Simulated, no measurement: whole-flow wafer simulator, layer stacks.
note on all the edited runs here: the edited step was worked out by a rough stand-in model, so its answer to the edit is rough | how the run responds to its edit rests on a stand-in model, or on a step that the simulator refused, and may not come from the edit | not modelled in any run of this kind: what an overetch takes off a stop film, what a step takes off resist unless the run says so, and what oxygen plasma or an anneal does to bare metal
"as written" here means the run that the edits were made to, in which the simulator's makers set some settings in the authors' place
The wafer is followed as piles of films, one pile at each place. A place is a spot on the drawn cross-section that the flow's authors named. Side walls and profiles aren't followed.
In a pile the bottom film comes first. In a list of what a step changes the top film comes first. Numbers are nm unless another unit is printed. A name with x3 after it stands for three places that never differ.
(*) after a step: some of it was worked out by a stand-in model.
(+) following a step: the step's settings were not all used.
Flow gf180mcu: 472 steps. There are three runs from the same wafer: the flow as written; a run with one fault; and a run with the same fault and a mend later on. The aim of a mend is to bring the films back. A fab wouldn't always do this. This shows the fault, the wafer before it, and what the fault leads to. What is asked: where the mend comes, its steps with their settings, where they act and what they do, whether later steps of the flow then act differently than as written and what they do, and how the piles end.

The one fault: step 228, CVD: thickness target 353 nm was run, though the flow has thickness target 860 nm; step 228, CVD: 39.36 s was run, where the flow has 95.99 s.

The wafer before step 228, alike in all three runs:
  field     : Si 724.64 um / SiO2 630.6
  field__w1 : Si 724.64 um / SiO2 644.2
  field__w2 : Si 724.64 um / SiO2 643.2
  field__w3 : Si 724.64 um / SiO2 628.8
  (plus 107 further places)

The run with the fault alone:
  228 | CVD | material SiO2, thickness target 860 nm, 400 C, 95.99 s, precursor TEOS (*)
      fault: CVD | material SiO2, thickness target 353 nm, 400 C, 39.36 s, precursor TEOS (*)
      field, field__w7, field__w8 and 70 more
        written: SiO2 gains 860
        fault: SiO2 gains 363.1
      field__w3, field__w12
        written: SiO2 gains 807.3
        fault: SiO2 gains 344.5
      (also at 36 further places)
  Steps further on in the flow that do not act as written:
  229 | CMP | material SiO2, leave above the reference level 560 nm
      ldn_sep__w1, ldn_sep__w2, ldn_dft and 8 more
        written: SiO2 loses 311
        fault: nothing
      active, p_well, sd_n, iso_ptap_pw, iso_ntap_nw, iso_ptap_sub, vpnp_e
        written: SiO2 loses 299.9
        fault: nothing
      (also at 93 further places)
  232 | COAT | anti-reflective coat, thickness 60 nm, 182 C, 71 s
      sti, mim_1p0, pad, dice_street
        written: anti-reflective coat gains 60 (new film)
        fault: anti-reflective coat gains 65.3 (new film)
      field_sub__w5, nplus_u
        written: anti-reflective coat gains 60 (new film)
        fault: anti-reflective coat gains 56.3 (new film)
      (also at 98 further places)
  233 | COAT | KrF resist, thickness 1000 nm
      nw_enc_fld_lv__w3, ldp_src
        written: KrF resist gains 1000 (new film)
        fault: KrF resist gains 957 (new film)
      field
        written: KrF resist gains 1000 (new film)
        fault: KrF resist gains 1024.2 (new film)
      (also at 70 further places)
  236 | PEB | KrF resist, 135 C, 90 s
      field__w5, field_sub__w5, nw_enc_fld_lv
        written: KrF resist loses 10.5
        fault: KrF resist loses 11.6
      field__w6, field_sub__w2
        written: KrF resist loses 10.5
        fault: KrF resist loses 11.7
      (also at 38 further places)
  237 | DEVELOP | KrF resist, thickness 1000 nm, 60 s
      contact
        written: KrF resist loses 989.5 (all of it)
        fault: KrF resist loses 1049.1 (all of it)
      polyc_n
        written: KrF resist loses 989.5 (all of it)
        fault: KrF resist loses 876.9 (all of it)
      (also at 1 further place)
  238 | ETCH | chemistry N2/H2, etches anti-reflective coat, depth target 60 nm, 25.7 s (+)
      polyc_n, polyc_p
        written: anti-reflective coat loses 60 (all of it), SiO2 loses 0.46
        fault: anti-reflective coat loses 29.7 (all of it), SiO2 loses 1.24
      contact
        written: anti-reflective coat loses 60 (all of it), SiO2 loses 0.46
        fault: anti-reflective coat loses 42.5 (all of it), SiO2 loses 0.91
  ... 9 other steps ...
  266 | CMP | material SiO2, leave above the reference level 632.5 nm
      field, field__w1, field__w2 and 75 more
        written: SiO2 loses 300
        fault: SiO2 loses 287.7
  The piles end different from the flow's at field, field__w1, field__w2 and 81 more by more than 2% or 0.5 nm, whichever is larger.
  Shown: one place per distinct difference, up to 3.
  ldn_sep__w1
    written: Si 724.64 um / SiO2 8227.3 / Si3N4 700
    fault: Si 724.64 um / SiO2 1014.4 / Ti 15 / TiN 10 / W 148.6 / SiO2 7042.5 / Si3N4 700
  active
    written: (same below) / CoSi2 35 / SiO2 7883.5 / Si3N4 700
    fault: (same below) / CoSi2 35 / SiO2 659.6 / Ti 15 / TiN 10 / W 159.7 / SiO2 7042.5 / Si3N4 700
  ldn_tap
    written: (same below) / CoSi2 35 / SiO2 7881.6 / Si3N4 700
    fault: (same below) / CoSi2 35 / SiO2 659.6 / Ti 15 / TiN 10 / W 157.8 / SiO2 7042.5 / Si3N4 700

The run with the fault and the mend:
  The mend follows step 228.
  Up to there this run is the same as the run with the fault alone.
  228a | CVD | material SiO2, thickness target 507 nm, 400 C, 56.59 s, precursor TEOS (*) (the flow's step 228, run once more with other settings)
      field, field__w7, field__w8 and 72 more
        SiO2 gains 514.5
      field_sub, field_sub__w2, sd_p
        SiO2 gains 500.3
      field_sub__w1, field_sub__w4, field_sub__w5
        SiO2 gains 500.9
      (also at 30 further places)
  Steps further on in the flow that do not act as written:
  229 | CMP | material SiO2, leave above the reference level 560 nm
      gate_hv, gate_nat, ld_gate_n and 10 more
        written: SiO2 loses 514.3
        mend: SiO2 loses 531.9
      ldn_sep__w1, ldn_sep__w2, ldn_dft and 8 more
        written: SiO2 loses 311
        mend: SiO2 loses 328.6
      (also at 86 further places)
  The piles end the same as the flow's at every place that both follow.
